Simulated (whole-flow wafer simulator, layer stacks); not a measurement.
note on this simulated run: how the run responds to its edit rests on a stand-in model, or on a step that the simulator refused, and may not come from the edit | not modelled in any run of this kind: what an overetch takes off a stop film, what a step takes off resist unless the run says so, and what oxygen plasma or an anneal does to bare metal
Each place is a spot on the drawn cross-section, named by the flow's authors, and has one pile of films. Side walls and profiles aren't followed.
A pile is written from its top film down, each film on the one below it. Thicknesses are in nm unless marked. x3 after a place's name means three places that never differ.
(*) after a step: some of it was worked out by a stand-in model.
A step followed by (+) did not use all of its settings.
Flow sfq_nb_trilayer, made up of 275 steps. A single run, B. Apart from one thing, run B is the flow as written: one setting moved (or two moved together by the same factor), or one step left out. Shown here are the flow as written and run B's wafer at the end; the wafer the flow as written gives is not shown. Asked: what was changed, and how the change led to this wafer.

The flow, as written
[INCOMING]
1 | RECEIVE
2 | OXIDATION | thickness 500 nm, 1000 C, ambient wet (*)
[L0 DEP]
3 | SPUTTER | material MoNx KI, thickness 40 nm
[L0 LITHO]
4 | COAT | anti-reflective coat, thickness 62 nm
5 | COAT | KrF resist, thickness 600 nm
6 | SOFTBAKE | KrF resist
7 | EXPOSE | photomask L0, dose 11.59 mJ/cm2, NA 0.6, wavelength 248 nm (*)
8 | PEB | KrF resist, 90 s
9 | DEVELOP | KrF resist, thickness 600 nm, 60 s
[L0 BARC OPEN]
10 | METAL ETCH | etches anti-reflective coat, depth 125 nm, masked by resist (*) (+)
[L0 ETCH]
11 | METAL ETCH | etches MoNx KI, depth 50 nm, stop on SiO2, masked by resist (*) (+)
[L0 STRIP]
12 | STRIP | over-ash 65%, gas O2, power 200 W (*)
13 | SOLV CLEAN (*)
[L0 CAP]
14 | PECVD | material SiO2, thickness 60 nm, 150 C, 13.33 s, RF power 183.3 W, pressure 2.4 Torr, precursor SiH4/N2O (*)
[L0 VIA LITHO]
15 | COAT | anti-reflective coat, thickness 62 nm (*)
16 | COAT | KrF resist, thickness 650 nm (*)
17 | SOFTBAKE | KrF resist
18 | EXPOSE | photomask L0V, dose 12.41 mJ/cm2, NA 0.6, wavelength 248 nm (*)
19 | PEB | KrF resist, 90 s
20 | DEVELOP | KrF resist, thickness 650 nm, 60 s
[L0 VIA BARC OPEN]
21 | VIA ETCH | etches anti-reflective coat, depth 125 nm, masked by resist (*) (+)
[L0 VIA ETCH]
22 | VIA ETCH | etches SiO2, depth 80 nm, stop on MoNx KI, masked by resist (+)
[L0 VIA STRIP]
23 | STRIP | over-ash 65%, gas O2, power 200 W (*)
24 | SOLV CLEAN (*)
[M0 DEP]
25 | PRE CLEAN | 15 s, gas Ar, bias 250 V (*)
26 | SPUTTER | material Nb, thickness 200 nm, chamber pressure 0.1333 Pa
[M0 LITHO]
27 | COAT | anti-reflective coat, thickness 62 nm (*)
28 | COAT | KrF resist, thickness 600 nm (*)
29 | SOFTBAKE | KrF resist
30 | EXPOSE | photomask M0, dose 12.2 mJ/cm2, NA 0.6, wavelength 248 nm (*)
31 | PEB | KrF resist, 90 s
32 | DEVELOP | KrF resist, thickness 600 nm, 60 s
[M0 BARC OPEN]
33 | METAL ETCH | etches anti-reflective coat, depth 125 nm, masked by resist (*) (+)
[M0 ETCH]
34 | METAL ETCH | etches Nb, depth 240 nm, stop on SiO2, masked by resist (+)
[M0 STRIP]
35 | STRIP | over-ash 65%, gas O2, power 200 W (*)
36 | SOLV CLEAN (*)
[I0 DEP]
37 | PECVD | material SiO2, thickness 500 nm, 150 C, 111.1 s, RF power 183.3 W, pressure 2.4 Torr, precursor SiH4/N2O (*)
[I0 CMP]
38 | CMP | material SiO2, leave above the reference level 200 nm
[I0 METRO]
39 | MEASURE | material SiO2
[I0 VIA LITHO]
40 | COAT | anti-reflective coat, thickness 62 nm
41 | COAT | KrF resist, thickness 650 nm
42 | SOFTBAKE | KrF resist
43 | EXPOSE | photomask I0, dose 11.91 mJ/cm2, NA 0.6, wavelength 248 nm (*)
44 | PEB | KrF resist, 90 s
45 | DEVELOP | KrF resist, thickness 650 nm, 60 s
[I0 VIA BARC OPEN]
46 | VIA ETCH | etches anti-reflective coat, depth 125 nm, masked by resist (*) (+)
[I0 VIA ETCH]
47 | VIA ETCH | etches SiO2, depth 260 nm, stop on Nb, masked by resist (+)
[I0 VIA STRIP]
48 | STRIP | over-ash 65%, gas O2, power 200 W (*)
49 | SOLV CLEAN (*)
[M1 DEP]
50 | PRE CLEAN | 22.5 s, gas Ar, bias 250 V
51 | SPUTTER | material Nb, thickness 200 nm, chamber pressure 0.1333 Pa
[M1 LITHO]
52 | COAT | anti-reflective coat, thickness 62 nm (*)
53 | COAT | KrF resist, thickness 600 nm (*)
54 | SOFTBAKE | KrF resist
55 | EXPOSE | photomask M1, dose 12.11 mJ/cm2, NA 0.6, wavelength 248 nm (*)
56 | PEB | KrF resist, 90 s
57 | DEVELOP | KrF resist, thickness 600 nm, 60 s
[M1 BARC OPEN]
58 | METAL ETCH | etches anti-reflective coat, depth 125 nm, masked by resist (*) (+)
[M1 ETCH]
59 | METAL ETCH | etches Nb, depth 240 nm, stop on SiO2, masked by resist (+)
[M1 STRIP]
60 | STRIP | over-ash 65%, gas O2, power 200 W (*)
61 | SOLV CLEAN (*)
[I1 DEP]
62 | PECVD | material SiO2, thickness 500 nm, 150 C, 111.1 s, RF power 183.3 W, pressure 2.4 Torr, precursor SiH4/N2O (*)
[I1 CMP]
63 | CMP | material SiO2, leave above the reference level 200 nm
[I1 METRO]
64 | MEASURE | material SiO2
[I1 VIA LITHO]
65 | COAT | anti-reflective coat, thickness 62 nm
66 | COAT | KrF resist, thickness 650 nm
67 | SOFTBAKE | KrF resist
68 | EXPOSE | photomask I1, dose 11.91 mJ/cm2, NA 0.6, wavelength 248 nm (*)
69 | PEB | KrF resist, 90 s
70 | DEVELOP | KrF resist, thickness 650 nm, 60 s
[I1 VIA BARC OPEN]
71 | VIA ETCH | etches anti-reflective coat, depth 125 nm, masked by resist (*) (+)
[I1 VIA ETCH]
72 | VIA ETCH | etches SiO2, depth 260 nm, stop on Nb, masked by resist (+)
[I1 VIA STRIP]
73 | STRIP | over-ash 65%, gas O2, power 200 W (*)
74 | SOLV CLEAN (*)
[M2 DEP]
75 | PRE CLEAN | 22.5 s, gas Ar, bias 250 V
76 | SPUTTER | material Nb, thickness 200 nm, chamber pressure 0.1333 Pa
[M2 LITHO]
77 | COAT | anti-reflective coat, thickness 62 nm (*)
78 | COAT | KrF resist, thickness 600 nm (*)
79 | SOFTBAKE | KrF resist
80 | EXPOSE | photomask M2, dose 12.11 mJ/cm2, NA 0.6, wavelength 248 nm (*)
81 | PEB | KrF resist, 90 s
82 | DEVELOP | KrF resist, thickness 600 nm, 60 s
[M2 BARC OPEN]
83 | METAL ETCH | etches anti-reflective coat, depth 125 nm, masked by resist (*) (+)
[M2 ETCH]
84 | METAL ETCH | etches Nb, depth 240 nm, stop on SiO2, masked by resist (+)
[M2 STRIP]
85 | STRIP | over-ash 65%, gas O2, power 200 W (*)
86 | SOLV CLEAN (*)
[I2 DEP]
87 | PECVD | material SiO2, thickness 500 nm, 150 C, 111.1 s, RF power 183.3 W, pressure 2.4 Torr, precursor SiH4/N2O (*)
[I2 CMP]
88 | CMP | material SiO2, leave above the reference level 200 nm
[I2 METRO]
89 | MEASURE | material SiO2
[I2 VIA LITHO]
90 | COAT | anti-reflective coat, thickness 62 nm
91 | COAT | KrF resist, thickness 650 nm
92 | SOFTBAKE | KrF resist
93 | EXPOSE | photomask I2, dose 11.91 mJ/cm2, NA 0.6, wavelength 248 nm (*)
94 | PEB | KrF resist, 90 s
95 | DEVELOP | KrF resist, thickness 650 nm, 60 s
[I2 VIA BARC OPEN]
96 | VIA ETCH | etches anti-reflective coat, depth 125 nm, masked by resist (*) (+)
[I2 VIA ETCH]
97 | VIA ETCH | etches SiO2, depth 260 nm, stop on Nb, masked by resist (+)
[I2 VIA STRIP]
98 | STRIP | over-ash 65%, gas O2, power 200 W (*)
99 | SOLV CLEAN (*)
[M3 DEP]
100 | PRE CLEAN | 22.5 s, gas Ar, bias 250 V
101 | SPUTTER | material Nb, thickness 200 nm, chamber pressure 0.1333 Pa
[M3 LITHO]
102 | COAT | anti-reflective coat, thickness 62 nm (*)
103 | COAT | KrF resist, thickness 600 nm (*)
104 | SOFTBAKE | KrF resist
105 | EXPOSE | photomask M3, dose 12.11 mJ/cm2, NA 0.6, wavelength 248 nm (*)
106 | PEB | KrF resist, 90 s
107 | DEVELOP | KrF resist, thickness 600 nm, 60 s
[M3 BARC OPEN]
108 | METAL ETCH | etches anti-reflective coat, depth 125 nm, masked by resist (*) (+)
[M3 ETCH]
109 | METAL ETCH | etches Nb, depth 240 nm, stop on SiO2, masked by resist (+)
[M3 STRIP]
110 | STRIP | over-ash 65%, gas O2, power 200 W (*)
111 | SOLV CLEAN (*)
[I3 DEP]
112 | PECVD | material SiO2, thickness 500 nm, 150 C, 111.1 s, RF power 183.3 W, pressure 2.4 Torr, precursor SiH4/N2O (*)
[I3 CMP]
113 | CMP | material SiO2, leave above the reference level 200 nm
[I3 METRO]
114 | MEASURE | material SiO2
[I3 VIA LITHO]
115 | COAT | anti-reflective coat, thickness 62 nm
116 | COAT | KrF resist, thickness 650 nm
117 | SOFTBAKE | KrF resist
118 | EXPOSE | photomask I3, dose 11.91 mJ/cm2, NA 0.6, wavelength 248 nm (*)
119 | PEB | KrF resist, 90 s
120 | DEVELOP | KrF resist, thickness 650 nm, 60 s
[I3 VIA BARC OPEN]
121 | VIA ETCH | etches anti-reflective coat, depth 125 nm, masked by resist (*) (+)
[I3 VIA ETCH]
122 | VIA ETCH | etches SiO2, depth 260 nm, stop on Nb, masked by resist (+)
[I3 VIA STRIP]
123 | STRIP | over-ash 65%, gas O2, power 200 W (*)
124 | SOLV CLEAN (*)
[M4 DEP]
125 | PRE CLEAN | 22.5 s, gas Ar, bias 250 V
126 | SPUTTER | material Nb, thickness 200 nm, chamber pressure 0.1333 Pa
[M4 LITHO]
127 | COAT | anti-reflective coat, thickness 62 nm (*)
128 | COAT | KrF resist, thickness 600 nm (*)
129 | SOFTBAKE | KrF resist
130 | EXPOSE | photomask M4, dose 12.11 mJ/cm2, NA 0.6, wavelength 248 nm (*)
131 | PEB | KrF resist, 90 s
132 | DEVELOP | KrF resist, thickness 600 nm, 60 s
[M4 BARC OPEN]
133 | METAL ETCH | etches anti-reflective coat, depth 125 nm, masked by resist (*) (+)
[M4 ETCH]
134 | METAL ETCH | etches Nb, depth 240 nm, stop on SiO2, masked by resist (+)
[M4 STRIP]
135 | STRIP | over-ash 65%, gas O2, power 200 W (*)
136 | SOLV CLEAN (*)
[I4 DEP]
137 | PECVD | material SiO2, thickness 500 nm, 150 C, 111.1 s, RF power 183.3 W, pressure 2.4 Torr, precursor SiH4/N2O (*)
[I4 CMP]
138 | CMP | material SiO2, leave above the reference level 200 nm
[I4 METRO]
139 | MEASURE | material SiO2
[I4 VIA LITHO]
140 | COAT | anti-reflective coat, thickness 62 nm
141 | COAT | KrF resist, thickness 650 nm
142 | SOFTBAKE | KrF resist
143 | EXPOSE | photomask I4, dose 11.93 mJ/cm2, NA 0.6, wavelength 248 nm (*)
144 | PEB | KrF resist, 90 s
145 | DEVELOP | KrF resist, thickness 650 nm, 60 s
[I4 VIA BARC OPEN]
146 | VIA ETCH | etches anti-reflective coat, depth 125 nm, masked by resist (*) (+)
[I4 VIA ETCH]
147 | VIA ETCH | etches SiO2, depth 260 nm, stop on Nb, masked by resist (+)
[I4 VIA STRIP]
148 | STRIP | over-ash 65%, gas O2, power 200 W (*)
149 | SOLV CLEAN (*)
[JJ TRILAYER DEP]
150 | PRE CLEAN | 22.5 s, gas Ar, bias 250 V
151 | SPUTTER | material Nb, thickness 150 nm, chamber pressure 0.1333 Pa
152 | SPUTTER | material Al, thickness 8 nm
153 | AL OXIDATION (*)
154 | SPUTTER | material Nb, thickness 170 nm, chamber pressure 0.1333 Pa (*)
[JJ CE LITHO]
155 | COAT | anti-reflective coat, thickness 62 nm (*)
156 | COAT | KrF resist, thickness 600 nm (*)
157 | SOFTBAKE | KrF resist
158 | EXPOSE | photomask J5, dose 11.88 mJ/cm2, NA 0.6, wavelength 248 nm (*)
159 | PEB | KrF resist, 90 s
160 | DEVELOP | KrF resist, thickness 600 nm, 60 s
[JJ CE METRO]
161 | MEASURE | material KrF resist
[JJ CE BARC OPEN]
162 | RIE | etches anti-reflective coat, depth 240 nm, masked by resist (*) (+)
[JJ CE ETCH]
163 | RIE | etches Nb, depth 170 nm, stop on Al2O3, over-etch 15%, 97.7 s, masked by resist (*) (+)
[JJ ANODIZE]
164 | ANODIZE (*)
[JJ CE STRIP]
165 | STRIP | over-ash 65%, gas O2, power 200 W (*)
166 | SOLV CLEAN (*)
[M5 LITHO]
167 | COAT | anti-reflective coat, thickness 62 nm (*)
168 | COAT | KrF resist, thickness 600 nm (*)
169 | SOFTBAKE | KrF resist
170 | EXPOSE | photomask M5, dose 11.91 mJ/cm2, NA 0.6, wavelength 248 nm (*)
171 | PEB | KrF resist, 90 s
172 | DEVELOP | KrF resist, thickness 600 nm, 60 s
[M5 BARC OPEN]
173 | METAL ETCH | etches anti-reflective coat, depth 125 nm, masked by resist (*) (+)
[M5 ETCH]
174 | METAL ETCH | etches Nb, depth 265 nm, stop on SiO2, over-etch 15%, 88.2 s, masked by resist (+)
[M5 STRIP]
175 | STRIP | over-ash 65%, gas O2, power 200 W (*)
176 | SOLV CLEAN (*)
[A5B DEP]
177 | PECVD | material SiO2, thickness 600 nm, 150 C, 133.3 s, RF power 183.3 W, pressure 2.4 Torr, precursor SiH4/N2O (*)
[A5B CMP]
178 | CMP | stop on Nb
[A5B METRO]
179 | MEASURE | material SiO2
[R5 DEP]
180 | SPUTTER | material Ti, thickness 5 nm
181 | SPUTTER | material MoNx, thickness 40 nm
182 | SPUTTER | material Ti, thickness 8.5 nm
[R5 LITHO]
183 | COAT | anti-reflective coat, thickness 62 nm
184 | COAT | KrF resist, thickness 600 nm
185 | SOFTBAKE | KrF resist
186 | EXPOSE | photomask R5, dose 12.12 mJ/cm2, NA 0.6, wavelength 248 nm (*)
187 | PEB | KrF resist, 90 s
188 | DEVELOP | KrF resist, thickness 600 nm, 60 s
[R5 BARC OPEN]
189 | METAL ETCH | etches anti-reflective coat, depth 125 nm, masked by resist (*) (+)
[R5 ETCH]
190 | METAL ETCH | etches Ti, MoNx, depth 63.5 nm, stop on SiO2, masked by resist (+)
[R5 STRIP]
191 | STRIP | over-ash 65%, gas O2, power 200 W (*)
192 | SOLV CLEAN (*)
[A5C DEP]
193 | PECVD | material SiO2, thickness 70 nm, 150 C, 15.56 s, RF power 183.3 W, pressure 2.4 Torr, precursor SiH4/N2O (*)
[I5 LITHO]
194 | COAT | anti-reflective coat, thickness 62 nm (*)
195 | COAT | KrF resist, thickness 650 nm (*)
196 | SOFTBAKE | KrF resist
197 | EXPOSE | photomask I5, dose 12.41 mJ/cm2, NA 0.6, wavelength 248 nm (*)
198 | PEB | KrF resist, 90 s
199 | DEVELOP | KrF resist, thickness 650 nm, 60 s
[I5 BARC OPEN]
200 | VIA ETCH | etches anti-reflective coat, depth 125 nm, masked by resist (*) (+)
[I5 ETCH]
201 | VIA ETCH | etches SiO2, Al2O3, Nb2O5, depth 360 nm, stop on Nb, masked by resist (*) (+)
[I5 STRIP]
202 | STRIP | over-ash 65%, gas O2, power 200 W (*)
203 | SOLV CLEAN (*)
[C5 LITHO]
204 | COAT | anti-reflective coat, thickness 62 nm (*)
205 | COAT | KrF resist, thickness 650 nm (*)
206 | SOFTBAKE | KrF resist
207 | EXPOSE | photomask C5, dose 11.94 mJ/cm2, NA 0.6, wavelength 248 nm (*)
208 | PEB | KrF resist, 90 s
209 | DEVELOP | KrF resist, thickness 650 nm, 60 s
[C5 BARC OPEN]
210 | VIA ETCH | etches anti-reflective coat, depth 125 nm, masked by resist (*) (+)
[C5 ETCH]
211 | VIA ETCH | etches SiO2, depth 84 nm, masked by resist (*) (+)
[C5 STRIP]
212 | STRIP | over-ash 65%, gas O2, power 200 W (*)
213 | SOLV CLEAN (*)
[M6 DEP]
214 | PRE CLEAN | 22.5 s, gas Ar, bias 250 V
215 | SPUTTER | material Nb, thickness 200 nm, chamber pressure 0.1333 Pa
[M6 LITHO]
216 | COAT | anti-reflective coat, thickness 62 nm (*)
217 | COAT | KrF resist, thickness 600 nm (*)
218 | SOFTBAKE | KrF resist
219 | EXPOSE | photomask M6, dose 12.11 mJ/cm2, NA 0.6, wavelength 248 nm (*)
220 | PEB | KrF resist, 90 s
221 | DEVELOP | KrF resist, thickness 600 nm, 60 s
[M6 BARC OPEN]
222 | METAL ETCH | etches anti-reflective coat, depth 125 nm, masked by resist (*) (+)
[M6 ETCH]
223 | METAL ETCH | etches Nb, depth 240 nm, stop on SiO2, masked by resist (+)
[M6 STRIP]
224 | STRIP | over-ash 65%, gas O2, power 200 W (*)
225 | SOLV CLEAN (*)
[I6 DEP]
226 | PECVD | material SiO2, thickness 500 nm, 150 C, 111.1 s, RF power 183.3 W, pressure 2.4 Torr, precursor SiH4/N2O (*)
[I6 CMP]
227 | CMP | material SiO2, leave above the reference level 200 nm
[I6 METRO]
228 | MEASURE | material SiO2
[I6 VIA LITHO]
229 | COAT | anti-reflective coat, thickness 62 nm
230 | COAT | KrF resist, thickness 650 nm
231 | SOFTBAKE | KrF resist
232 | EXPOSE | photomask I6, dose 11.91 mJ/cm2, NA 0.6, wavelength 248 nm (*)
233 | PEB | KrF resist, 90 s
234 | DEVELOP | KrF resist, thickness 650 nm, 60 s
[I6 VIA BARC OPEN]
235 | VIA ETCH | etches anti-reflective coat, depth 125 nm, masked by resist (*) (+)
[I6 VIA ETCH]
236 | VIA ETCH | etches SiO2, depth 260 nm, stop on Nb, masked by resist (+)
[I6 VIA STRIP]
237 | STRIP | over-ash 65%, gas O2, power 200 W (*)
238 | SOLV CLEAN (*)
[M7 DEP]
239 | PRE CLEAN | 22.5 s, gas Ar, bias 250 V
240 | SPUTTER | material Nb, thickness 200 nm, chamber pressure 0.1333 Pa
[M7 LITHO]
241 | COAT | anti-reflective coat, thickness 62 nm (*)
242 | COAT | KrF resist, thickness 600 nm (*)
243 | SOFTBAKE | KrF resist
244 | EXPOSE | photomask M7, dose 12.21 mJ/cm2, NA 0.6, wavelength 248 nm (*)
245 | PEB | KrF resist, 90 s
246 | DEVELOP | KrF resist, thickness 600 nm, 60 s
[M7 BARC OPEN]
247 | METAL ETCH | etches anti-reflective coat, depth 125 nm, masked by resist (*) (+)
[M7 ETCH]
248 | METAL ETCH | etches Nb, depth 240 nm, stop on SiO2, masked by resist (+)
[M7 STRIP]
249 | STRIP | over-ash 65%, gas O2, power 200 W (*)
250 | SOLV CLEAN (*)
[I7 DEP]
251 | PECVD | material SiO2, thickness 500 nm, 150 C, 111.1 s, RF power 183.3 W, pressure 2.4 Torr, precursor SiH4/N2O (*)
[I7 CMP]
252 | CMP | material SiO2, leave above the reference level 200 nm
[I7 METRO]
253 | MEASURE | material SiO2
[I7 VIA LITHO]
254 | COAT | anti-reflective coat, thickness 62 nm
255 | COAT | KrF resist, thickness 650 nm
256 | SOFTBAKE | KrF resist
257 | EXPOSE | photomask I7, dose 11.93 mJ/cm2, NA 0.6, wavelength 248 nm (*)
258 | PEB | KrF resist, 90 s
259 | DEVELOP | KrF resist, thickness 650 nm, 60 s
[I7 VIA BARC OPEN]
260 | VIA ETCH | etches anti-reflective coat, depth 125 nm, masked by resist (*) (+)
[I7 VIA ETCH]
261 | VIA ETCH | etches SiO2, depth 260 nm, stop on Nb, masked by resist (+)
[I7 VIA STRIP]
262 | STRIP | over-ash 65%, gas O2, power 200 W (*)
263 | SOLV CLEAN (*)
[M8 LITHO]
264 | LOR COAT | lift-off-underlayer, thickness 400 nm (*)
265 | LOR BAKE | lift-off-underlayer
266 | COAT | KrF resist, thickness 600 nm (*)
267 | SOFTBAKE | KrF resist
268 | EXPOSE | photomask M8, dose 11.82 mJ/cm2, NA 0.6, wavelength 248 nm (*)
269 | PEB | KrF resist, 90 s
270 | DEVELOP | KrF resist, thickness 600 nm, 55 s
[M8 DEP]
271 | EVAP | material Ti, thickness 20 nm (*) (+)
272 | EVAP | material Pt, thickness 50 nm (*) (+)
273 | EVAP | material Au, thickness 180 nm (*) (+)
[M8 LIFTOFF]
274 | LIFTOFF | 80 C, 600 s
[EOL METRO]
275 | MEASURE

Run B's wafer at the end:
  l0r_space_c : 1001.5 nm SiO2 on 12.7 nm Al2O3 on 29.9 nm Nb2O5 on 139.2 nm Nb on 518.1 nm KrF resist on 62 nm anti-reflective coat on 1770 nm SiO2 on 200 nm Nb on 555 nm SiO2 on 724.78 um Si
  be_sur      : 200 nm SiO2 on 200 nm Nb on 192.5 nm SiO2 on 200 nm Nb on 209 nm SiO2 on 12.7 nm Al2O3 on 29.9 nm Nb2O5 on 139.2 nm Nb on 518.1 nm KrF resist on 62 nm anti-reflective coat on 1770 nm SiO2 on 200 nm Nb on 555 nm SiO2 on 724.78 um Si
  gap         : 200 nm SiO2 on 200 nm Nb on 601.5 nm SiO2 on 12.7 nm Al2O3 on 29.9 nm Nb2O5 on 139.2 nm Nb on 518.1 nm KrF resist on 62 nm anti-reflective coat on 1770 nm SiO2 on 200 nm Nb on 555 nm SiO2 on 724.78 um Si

The reason: step 148, STRIP: over-ash 65%, gas O2, power 200 W (*), was omitted.

The path from the change to this, step by step:
  150 | PRE CLEAN | 22.5 s, gas Ar, bias 250 V
      field_l, v_sur, via_sp and 100 more: KrF resist loses 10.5 (in the flow as written it would be: SiO2 loses 7.5)
  151 | SPUTTER | material Nb, thickness 150 nm, chamber pressure 0.1333 Pa
      via_wl, via_w, via_wr: Nb gains 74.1 (in the flow as written it would be: Nb gains 130.4)
  152 | SPUTTER | material Al, thickness 8 nm
      via_wl, via_wr: Al gains 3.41 (new film) (in the flow as written it would be: Al gains 5.14 (new film))
      via_w: Al gains 3.97 (new film) (in the flow as written it would be: Al gains 7.12 (new film))
  154 | SPUTTER | material Nb, thickness 170 nm, chamber pressure 0.1333 Pa (*)
      via_wl, via_wr: Nb gains 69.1 (new film) (in the flow as written it would be: Nb gains 140.7 (new film))
      via_w: Nb gains 69.2 (new film) (in the flow as written it would be: Nb gains 141 (new film))
  155 | COAT | anti-reflective coat, thickness 62 nm (*)
      via_wl, via_wr: anti-reflective coat gains 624 (new film) (in the flow as written it would be: anti-reflective coat gains 209.4 (new film))
      c5j, ce_r: anti-reflective coat gains 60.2 (new film) (in the flow as written it would be: anti-reflective coat gains 61.5 (new film))
      (as well as at 11 more places)
  156 | COAT | KrF resist, thickness 600 nm (*)
      field_l: KrF resist gains 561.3 (new film) (in the flow as written it would be: KrF resist gains 587.2 (new film))
      v_sur: KrF resist gains 526.8 (new film) (in the flow as written it would be: KrF resist gains 588.2 (new film))
      (as well as at 5 more places)
  159 | PEB | KrF resist, 90 s
      via_w: KrF resist loses 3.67 (in the flow as written it would be: KrF resist loses 1.66)
  160 | DEVELOP | KrF resist, thickness 600 nm, 60 s
      field_l: KrF resist loses 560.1 (all of it) (in the flow as written it would be: KrF resist loses 586 (all of it))
      v_sur: KrF resist loses 525.7 (all of it) (in the flow as written it would be: KrF resist loses 587 (all of it))
      (as well as at 5 more places)
  162 | RIE | etches anti-reflective coat, depth 240 nm, masked by resist (*) (+)
      via_wl, via_wr: anti-reflective coat loses 240 (in the flow as written it would be: anti-reflective coat loses 209.4 (all of it))
      ce_l, c5j, ce_r, wl_jj: KrF resist loses 240 (in the flow as written it would be: KrF resist loses 209.4)
      (as well as at 10 more places)
  163 | RIE | etches Nb, depth 170 nm, stop on Al2O3, over-etch 15%, 97.7 s, masked by resist (*) (+)
      via_wl, via_wr: anti-reflective coat loses 170 (in the flow as written it would be: Nb loses 140.7 (all of it), Al2O3 loses 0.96 (all of it))
      via_w: Nb loses 69.2 (all of it), Al2O3 loses 0.96 (all of it) (in the flow as written it would be: Nb loses 141 (all of it), Al2O3 loses 0.96 (all of it))
  164 | ANODIZE (*)
      via_wl, via_wr: nothing (in the flow as written it would be: Al2O3 gains 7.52 (new film), Nb2O5 gains 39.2 (new film), Al loses 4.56 (all of it), Nb loses 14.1)
      via_w: Al2O3 gains 5.6 (new film), Nb2O5 gains 42.6 (new film), Al loses 3.39 (all of it), Nb loses 15.3 (in the flow as written it would be: Al2O3 gains 10.8 (new film), Nb2O5 gains 33.3 (new film), Al loses 6.54 (all of it), Nb loses 12)
  165 | STRIP | over-ash 65%, gas O2, power 200 W (*)
      via_wl, via_wr: anti-reflective coat loses 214 (all of it) (in the flow as written it would be: nothing)
      ce_l: KrF resist loses 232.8 (all of it), anti-reflective coat loses 60.1 (all of it) (in the flow as written it would be: KrF resist loses 266.8 (all of it), anti-reflective coat loses 61.4 (all of it))
      (as well as at 3 more places)
  167 | COAT | anti-reflective coat, thickness 62 nm (*)
      field_l: anti-reflective coat gains 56 (new film) (in the flow as written it would be: anti-reflective coat gains 60.6 (new film))
      v_sur: anti-reflective coat gains 33.6 (new film) (in the flow as written it would be: anti-reflective coat gains 44.9 (new film))
      (as well as at 12 more places)
  168 | COAT | KrF resist, thickness 600 nm (*)
      field_l: KrF resist gains 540 (new film) (in the flow as written it would be: KrF resist gains 580.9 (new film))
      v_sur: KrF resist gains 485.9 (new film) (in the flow as written it would be: KrF resist gains 577.9 (new film))
      (as well as at 6 more places)
  171 | PEB | KrF resist, 90 s
      via_w: KrF resist loses 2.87 (in the flow as written it would be: KrF resist loses 1.59)
  172 | DEVELOP | KrF resist, thickness 600 nm, 60 s
      field_l: KrF resist loses 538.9 (all of it) (in the flow as written it would be: KrF resist loses 579.7 (all of it))
  ... 56 other steps ...
  274 | LIFTOFF | 80 C, 600 s
      m5r_space_l, m5r_space_r: Au loses 180 (all of it), Pt loses 50 (all of it), Ti loses 20 (all of it), KrF resist loses 577.9 (all of it), lift-off-underlayer loses 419 (all of it) (in the flow as written it would be: Au loses 180 (all of it), Pt loses 50 (all of it), Ti loses 20 (all of it), KrF resist loses 576.2 (all of it), lift-off-underlayer loses 400 (all of it))
      m5r_linepad_l, m5r_linepad_r: Au loses 180 (all of it), Pt loses 50 (all of it), Ti loses 20 (all of it), KrF resist loses 574.7 (all of it), lift-off-underlayer loses 387.6 (all of it) (in the flow as written it would be: Au loses 180 (all of it), Pt loses 50 (all of it), Ti loses 20 (all of it), KrF resist loses 576.2 (all of it), lift-off-underlayer loses 400 (all of it))
      (as well as at 30 more places)
